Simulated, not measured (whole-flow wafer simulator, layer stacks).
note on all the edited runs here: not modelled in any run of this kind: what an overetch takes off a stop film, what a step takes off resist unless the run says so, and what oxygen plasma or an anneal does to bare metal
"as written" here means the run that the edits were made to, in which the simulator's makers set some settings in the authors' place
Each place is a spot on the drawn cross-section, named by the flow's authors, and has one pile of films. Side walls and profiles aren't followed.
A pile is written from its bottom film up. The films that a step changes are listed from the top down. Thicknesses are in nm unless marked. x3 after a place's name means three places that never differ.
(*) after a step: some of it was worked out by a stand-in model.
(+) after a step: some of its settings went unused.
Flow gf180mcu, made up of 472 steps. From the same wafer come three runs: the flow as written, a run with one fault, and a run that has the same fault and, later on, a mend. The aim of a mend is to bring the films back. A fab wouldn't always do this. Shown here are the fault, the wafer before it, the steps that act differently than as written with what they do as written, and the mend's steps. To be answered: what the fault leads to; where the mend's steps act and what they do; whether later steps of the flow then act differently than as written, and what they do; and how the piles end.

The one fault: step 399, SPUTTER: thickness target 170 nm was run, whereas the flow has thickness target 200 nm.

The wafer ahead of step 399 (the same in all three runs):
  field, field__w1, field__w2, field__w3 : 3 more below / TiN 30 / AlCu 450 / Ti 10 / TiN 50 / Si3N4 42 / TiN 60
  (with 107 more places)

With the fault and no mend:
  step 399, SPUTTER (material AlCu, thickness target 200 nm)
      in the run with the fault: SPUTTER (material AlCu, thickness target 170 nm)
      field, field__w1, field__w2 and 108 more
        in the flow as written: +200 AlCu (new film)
        in the run with the fault: +170 AlCu (new film)
  Steps later in the flow that act otherwise than as written (not shown: 5 more steps that differ only slightly, by at most 2% or 0.5 nm, whichever is larger):
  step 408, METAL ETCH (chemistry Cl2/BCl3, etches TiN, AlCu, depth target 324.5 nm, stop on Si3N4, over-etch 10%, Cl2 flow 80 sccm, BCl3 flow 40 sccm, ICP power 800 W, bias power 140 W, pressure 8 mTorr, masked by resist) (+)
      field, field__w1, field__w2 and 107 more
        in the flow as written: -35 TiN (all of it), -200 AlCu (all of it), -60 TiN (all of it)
        in the run with the fault: -35 TiN (all of it), -170 AlCu (all of it), -60 TiN (all of it)
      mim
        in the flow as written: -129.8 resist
        in the run with the fault: -116.6 resist
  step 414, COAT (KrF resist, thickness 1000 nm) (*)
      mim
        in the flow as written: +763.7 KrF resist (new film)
        in the run with the fault: +786.7 KrF resist (new film)
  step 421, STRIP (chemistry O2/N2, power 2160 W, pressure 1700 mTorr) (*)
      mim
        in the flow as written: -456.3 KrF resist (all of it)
        in the run with the fault: -478.9 KrF resist (all of it)
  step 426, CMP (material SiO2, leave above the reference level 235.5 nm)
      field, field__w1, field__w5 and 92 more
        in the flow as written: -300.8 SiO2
        in the run with the fault: -330.8 SiO2
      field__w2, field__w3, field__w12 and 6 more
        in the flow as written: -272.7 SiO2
        in the run with the fault: -302.7 SiO2
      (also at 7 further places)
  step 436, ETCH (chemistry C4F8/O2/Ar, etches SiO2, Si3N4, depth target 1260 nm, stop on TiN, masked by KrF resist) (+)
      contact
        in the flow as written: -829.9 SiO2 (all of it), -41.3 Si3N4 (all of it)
        in the run with the fault: -799.9 SiO2 (all of it), -41.3 Si3N4 (all of it)
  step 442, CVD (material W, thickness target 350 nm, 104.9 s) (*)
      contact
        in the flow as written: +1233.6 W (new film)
        in the run with the fault: +1203.3 W (new film)
  At field__w8, contact, m1, m1__w1, mim, m1_nw, the piles at the end differ from the flow's by more than 2% or 0.5 nm, whichever is larger.
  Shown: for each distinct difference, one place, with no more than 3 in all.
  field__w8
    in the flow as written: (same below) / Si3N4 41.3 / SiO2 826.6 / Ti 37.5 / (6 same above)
    in the run with the fault: (same below) / Si3N4 41.3 / SiO2 796.6 / Ti 37.5 / (6 same above)
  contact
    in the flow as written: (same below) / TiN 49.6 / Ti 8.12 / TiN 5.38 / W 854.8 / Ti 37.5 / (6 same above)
    in the run with the fault: (same below) / TiN 49.6 / Ti 8.26 / TiN 5.47 / W 824.6 / Ti 37.5 / (6 same above)
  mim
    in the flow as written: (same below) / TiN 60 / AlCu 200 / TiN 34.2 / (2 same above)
    in the run with the fault: (same below) / TiN 60 / AlCu 170 / TiN 34.2 / (2 same above)

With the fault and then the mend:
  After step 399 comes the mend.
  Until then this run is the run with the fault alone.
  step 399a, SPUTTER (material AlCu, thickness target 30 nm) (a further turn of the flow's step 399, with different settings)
      field, field__w1, field__w2 and 108 more
        +30 AlCu
  Later steps of the flow that are run all act as written at every place that is followed.
  By the end, the piles equal the flow's at every place that both follow.
